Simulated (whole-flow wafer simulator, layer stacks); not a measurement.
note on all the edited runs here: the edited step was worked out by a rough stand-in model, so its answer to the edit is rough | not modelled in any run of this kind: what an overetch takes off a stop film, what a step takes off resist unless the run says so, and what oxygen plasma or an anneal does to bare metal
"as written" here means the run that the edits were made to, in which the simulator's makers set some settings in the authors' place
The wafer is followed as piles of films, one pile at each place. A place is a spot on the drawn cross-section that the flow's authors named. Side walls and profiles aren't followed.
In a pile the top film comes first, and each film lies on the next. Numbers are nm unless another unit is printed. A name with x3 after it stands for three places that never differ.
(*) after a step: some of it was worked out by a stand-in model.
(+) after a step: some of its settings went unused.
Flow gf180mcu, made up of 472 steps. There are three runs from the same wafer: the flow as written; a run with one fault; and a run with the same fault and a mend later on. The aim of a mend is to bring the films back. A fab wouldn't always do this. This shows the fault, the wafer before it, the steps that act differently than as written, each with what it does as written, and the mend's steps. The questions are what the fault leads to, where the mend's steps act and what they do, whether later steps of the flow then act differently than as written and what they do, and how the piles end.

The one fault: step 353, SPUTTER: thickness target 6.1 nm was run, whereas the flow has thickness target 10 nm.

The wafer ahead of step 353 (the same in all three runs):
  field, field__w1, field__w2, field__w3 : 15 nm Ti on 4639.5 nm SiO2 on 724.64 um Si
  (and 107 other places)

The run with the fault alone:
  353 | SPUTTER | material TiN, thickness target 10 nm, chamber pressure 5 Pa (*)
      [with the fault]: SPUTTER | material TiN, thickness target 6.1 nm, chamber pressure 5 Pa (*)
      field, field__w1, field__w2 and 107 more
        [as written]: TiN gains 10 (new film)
        [with the fault]: TiN gains 6.1 (new film)
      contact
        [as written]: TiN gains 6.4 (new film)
        [with the fault]: TiN gains 3.91 (new film)
  Steps later in the flow that act otherwise than as written (1 more step, not shown, differs only slightly: by at most 2% or 0.5 nm, whichever is larger):
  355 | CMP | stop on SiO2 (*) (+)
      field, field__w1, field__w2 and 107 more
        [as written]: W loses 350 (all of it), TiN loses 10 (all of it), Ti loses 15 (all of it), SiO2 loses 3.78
        [with the fault]: W loses 350 (all of it), TiN loses 6.1 (all of it), Ti loses 15 (all of it), SiO2 loses 3.74
  The piles end different from the flow's at contact by more than 2% or 0.5 nm, whichever is larger.
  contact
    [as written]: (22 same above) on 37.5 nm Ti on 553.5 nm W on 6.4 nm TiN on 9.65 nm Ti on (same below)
    [with the fault]: (22 same above) on 37.5 nm Ti on 556 nm W on 3.91 nm TiN on 9.65 nm Ti on (same below)

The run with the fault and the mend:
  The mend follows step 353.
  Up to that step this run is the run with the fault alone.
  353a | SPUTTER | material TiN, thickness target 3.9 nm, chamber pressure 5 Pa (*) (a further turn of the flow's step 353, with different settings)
      field, field__w1, field__w2 and 107 more
        TiN gains 3.9
      contact
        TiN gains 2.49
  Later steps of the flow that are run all act as written at every place that is followed.
  By the end, the piles equal the flow's at every place that both follow.
